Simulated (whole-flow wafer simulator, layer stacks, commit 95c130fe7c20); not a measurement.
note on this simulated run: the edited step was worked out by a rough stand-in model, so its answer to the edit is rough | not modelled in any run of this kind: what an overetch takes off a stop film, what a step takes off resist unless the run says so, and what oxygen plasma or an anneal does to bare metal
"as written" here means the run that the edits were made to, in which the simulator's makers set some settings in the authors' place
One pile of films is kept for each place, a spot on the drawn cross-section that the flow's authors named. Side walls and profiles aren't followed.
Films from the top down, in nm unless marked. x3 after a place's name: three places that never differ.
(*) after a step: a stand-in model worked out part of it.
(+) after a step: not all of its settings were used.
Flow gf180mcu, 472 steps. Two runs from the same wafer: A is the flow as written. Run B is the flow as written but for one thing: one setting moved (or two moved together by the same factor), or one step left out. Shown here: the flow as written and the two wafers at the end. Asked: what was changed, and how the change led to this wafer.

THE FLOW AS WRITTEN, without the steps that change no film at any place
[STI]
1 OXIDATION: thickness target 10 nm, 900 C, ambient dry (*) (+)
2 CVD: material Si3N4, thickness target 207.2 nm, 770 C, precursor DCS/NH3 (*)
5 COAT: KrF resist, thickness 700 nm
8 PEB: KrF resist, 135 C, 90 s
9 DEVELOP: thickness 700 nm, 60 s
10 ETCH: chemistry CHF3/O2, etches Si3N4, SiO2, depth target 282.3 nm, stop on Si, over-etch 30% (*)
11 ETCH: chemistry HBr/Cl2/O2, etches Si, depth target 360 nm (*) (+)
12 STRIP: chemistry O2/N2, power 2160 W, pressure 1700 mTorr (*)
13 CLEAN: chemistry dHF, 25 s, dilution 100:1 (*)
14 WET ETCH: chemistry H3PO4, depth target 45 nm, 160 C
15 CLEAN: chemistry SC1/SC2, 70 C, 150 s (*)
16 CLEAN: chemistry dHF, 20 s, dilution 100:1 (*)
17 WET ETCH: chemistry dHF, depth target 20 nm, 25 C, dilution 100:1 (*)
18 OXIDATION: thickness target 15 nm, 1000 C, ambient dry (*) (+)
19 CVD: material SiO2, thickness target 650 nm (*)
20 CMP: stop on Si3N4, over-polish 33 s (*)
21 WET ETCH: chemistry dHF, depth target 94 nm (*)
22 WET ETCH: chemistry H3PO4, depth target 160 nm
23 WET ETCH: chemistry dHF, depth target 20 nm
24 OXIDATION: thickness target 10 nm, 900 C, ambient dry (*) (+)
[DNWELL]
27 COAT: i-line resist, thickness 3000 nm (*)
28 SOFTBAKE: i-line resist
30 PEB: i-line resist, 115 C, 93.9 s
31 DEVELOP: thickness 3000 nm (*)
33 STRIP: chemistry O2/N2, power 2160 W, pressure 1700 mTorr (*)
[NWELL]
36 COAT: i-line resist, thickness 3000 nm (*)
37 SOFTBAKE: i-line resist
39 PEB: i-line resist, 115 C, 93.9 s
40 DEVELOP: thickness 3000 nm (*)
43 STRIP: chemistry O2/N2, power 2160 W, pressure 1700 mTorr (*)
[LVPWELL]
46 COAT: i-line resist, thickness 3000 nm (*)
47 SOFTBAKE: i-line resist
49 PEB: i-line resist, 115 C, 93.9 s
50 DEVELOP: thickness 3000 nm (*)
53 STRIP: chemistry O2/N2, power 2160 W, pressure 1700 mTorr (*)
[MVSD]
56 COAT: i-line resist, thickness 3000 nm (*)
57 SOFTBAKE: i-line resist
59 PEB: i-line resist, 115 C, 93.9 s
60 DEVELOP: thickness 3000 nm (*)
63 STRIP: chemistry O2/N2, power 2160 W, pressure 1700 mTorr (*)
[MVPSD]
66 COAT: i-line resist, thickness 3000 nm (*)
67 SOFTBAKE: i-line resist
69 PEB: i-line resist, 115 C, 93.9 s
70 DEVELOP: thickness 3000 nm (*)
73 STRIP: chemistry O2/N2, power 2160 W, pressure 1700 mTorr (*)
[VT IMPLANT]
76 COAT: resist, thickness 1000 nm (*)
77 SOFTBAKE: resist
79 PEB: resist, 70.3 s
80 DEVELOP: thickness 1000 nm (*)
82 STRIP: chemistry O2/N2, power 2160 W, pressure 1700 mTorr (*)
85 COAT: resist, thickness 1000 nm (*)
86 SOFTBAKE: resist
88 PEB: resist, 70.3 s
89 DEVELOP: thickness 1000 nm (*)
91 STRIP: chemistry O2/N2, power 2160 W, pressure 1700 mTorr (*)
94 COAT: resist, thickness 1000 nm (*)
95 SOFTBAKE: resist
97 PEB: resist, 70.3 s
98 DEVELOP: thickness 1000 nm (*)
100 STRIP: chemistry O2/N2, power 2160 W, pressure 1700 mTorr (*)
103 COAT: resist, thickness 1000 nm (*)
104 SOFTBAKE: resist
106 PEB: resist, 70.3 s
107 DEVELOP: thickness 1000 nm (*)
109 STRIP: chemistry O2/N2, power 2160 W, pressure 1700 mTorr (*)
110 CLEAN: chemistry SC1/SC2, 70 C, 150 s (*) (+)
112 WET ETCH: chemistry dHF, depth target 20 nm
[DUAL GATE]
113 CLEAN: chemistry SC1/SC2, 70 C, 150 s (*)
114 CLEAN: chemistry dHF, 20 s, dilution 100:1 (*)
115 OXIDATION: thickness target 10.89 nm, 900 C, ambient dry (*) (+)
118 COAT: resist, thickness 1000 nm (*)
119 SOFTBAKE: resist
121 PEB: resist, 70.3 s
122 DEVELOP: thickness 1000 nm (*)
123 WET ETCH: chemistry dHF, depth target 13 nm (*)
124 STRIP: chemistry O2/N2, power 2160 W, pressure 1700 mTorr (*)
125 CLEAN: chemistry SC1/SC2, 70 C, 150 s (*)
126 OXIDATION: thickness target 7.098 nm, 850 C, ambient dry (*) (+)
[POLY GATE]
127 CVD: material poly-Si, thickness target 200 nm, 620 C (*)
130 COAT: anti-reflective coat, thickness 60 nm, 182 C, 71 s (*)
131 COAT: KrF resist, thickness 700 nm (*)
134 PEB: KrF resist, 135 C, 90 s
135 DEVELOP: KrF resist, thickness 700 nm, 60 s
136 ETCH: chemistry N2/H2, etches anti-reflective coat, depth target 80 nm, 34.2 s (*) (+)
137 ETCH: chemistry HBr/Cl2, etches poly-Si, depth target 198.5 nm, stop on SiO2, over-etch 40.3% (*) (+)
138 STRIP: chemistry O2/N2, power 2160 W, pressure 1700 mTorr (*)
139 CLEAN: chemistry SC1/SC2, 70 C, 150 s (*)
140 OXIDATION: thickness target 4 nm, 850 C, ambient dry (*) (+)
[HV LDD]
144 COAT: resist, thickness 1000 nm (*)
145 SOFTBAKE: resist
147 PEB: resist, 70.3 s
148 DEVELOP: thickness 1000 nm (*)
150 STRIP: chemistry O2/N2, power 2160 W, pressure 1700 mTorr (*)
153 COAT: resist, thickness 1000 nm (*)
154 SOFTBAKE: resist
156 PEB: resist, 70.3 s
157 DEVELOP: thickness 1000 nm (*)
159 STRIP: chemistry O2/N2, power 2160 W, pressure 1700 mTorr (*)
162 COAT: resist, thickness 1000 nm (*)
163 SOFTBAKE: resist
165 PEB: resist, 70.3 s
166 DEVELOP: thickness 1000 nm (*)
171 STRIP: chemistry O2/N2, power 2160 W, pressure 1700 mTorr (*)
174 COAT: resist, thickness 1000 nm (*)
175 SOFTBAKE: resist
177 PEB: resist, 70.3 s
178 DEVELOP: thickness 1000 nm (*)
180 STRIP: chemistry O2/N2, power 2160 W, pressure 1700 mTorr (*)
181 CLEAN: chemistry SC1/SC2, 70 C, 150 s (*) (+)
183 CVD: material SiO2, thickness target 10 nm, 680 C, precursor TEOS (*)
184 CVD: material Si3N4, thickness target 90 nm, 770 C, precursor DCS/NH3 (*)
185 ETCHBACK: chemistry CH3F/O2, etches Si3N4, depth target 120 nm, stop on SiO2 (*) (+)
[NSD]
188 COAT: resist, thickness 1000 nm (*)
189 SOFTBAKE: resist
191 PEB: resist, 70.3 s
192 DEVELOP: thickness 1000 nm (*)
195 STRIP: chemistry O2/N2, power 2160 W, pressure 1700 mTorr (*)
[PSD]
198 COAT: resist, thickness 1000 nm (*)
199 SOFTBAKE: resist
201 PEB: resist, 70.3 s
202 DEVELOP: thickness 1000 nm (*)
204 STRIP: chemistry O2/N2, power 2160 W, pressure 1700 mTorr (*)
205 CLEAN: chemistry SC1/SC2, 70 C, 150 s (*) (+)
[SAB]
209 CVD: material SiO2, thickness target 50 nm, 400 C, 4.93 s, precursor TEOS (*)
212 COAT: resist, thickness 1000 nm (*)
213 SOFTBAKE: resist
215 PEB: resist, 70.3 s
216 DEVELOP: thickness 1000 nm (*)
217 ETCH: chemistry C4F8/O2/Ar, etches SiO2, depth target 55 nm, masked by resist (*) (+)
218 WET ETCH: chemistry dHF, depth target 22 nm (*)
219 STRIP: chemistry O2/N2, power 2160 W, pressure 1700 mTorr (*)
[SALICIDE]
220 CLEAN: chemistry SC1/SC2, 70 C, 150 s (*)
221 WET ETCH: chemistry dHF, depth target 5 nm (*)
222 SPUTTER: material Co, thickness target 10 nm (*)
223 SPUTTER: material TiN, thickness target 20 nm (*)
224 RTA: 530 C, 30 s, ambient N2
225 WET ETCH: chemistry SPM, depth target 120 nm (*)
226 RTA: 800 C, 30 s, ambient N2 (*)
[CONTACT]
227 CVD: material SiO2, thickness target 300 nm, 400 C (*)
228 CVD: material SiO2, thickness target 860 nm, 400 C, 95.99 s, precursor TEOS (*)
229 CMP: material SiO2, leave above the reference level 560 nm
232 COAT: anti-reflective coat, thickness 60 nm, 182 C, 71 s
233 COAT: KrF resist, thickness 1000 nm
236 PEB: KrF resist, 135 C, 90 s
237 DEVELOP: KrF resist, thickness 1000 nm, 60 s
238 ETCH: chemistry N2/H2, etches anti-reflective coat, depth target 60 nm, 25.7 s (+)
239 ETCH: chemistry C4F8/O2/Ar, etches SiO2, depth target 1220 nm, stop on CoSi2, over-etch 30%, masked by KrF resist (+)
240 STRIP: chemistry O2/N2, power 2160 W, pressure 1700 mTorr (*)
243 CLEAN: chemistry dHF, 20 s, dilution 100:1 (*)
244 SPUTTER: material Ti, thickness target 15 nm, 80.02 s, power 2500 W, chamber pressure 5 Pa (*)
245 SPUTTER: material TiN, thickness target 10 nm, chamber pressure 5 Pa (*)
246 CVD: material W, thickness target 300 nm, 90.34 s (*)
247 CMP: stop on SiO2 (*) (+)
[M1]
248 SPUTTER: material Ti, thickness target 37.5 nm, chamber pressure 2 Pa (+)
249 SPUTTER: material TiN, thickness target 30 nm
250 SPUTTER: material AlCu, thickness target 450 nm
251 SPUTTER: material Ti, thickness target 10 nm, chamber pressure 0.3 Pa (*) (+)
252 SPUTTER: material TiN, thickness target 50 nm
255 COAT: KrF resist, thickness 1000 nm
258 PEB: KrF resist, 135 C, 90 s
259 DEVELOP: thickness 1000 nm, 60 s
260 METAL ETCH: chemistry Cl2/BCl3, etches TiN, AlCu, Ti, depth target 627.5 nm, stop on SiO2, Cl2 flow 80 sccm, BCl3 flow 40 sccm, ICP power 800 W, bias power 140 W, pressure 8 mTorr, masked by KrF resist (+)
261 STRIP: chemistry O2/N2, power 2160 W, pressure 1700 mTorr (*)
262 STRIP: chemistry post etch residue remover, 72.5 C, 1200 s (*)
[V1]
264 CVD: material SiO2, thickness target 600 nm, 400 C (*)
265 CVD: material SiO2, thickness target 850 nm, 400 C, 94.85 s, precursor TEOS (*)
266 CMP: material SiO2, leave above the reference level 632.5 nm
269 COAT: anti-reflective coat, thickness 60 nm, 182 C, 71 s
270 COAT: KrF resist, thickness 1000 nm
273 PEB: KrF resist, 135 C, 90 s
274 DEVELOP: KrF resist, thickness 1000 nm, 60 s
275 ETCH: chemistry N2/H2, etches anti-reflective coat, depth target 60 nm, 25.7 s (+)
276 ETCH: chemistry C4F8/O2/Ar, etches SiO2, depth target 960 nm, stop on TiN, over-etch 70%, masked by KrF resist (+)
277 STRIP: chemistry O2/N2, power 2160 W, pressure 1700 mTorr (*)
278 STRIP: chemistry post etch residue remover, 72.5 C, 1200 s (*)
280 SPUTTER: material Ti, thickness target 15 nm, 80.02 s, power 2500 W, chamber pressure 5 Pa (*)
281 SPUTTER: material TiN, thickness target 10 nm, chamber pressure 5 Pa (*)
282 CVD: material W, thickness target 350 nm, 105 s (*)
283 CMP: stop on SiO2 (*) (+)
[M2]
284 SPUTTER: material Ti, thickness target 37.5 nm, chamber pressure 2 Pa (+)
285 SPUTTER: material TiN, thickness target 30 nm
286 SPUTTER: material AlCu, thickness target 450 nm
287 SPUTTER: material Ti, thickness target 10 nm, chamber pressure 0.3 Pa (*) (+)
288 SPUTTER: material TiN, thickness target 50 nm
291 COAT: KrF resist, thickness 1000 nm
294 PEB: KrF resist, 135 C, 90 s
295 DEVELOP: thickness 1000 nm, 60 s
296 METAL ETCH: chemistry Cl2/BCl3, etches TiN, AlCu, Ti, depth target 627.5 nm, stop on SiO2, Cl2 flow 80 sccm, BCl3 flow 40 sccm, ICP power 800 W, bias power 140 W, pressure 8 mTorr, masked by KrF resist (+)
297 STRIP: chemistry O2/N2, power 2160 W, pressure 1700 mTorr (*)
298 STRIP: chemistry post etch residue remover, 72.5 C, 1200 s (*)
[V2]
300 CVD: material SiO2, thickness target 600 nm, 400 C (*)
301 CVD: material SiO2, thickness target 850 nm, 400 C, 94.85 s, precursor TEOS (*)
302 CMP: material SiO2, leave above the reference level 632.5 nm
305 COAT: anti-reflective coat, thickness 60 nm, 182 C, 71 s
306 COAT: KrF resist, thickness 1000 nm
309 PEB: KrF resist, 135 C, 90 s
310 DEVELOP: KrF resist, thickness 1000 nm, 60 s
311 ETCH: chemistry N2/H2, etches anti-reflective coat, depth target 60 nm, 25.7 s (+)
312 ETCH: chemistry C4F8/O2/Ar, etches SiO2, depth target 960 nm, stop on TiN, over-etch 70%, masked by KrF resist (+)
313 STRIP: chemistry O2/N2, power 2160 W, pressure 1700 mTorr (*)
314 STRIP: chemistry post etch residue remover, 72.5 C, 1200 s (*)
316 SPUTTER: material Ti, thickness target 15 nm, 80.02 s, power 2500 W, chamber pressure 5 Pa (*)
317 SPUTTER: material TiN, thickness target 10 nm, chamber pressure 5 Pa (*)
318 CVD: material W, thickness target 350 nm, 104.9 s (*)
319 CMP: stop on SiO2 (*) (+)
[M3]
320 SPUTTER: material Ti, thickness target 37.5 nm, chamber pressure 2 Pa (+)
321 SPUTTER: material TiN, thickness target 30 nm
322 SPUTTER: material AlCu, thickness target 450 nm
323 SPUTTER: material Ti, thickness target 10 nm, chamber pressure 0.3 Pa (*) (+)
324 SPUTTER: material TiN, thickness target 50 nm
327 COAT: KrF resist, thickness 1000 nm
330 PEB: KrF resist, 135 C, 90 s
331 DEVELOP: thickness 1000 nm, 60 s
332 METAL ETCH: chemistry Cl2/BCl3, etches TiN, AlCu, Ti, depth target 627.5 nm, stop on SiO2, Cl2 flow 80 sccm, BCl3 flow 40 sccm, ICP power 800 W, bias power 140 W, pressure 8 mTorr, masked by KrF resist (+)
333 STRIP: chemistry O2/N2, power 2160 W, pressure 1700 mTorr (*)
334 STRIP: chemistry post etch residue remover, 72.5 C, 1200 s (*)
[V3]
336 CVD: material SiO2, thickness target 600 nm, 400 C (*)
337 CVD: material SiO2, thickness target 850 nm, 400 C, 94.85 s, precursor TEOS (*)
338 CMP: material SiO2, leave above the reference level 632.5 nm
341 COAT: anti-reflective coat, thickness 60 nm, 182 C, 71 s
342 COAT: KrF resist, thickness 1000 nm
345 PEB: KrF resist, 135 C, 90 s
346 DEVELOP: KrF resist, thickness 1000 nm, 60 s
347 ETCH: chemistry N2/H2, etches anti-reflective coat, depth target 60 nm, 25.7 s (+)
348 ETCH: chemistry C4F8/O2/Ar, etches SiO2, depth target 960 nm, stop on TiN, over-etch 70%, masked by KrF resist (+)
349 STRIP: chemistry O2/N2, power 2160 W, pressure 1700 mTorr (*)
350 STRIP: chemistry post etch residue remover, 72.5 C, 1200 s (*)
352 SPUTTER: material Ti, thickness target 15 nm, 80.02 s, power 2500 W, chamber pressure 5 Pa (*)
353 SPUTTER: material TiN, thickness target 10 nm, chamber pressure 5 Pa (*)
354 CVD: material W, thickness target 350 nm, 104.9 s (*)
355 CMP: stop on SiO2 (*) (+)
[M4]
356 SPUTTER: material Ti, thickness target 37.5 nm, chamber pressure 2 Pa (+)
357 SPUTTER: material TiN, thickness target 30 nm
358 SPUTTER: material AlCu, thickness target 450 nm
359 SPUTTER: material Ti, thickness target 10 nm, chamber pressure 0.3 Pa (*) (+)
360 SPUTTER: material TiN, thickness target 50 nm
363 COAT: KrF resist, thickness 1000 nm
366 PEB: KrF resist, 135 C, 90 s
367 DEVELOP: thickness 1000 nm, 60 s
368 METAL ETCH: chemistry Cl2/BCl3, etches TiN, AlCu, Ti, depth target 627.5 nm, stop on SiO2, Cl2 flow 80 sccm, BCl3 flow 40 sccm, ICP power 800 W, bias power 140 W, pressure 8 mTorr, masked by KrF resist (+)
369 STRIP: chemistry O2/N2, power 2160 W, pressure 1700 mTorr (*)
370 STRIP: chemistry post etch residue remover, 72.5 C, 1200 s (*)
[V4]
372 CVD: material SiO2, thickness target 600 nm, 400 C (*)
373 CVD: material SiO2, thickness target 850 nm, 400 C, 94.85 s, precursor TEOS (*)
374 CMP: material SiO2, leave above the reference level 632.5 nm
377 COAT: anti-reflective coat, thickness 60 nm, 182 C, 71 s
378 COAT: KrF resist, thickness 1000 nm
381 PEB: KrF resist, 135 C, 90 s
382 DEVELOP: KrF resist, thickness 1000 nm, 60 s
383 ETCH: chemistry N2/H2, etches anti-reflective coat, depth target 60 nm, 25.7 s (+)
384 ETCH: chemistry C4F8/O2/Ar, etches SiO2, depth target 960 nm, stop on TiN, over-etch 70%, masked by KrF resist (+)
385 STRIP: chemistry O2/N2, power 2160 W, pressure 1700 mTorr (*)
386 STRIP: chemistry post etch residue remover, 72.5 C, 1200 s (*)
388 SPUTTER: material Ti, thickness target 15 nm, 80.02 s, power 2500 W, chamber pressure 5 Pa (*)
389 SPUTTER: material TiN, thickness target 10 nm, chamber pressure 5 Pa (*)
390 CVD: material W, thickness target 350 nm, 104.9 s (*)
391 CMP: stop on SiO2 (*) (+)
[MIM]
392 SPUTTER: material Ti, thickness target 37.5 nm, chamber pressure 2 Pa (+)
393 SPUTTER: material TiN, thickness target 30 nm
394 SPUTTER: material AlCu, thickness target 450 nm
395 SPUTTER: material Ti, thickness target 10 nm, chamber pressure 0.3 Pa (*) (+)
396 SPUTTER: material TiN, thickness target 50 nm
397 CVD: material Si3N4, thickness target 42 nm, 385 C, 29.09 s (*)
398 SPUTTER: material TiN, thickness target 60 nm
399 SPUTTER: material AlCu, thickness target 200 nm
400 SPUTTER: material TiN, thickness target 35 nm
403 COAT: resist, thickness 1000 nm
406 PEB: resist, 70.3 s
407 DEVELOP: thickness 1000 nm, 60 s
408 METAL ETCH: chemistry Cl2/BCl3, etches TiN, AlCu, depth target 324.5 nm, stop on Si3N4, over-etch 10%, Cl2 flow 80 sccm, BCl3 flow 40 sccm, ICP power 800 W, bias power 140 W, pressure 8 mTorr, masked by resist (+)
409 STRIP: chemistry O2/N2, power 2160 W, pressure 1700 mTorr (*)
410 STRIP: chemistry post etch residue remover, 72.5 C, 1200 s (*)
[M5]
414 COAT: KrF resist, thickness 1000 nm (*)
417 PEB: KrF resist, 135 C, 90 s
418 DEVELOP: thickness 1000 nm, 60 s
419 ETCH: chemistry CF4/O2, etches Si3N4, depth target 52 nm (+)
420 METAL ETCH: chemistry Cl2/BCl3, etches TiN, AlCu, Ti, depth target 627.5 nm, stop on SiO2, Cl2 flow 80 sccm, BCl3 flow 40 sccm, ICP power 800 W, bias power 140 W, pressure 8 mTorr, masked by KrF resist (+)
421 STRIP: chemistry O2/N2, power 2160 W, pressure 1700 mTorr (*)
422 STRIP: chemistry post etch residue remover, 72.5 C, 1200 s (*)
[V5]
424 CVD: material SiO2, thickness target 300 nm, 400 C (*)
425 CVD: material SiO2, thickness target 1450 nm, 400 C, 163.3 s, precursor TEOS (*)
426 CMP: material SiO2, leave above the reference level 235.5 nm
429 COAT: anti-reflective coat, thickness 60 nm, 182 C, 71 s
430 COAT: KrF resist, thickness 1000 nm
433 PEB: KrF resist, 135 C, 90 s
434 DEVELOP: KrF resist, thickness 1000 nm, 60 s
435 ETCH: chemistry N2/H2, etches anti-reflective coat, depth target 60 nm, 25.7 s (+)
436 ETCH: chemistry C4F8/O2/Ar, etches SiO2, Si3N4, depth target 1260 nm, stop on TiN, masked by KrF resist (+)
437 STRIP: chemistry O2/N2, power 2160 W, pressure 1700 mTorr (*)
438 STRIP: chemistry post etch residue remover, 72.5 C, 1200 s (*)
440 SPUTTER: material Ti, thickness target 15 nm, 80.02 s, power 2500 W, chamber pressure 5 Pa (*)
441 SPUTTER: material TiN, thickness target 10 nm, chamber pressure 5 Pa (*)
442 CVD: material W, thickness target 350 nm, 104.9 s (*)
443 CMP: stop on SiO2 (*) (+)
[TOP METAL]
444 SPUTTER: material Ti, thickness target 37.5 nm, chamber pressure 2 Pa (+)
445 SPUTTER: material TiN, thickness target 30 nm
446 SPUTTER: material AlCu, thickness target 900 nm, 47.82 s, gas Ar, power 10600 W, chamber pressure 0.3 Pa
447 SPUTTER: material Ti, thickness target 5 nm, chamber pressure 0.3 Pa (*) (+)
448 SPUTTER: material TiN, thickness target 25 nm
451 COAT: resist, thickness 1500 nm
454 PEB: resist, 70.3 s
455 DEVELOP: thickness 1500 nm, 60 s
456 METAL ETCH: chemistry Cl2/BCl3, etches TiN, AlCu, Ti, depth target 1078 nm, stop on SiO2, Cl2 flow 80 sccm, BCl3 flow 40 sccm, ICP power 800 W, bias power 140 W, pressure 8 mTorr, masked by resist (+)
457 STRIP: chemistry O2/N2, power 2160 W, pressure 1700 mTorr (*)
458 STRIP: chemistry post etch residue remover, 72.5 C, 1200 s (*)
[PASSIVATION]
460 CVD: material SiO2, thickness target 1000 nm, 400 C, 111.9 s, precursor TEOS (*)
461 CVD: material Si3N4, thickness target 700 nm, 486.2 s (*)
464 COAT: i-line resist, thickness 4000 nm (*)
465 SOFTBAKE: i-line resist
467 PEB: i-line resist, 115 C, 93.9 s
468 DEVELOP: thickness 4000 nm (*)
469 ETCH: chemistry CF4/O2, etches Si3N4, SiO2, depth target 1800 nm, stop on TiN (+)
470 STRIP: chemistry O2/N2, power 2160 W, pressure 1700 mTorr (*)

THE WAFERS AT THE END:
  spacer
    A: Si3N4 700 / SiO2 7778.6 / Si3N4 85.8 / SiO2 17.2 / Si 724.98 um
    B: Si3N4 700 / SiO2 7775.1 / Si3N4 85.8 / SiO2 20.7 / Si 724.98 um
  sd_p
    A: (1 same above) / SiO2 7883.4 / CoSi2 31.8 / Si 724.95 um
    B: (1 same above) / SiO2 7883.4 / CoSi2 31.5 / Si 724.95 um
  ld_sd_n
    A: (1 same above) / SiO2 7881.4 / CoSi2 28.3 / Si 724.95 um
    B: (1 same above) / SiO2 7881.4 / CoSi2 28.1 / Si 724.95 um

The cause: step 183, CVD: thickness target 13.5 nm was run, where the flow has thickness target 10 nm.

How the change led to this, step by step:
  183 CVD: material SiO2, thickness target 10 nm, 680 C, precursor TEOS (*)
      field, field__w1, field__w2 and 99 more: A SiO2 +10 | B SiO2 +13.5
      ld_drift_p: A SiO2 +9.87 | B SiO2 +13.3
      (and at 1 more place)
  189 SOFTBAKE: resist
      field__w9: A resist +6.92 | B resist -3.09
  199 SOFTBAKE: resist
      field__w9: A resist +6.92 | B resist -3.09
  218 WET ETCH: chemistry dHF, depth target 22 nm (*)
      gate, gate_hv, gate_p and 23 more: A SiO2 -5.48 (all of it) | B SiO2 -8.98 (all of it)
      active, p_well, sd_n, iso_ptap_pw, iso_ntap_nw, iso_ptap_sub, vpnp_e: A SiO2 -9.01 (all of it) | B SiO2 -12.5 (all of it)
      (and at 21 more places)
